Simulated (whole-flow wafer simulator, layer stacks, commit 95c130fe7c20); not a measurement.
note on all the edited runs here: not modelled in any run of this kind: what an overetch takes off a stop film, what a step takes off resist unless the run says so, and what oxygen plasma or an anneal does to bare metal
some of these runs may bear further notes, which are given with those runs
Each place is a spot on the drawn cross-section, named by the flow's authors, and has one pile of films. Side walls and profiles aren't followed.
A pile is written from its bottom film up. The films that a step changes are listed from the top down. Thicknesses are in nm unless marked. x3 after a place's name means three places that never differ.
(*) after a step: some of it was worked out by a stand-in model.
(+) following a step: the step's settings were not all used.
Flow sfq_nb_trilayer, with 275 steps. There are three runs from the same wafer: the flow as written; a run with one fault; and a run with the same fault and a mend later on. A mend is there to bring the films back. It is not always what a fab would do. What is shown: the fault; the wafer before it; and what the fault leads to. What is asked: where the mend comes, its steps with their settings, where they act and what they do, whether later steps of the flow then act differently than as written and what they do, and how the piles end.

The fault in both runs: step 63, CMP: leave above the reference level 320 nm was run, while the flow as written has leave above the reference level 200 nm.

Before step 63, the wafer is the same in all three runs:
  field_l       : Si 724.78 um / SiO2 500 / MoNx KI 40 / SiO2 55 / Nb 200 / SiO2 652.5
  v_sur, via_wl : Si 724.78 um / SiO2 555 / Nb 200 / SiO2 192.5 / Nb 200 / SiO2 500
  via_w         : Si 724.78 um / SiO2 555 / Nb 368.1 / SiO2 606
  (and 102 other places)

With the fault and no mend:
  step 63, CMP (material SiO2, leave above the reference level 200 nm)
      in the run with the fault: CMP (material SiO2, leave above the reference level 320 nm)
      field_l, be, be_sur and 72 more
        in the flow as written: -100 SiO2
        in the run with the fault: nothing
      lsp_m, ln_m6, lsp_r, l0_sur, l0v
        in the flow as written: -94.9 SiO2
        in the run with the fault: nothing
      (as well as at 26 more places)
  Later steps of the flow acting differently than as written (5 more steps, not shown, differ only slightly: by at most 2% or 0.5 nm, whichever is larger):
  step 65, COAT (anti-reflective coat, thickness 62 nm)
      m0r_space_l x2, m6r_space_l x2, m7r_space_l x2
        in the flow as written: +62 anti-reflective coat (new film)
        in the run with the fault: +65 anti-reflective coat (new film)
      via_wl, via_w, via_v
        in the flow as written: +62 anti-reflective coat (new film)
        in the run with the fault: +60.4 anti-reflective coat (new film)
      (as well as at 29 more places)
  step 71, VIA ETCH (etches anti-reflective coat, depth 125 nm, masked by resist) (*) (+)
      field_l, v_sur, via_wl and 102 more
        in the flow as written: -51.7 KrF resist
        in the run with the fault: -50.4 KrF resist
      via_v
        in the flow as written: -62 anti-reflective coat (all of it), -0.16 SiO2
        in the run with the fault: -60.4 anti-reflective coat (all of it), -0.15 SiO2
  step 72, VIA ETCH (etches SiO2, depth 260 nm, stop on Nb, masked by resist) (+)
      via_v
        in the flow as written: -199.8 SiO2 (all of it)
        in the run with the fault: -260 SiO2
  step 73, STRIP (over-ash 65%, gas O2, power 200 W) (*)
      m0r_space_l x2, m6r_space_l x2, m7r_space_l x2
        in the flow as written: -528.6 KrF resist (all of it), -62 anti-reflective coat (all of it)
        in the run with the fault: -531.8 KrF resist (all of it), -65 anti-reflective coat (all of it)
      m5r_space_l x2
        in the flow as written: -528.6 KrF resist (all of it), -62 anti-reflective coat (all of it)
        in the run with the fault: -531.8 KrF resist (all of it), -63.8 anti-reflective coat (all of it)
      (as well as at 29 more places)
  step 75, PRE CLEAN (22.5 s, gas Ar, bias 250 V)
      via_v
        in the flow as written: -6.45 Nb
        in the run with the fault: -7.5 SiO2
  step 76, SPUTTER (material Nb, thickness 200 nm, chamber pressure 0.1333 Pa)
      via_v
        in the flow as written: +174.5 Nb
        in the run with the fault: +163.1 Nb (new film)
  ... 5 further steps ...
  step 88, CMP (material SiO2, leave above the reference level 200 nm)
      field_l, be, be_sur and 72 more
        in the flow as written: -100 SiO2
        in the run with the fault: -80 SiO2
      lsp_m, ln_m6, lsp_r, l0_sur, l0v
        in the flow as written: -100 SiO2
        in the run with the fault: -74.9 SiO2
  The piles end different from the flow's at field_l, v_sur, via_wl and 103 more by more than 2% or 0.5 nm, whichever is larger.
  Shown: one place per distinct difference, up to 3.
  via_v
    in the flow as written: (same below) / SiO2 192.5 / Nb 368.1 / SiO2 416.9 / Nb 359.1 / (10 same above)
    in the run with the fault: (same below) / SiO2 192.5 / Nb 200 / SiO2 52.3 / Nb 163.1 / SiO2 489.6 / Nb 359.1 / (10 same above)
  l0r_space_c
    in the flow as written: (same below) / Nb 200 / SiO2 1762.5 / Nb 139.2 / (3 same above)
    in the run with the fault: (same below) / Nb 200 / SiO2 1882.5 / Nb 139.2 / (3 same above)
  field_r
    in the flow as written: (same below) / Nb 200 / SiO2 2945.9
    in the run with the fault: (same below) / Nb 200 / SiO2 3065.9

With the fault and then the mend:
  The mend stands after step 64.
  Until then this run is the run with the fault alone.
  step 64a, CMP (material SiO2, leave above the reference level 200 nm) (the flow's step 63 again)
      field_l, be, be_sur and 72 more
        -100 SiO2
      v_sur, via_wl, via_w and 23 more
        -120 SiO2
      lsp_m, ln_m6, lsp_r, l0_sur, l0v
        -94.9 SiO2
  Later steps of the flow that are run all act as written at every place that is followed.
  At every place that both follow, the piles at the end match the flow's.
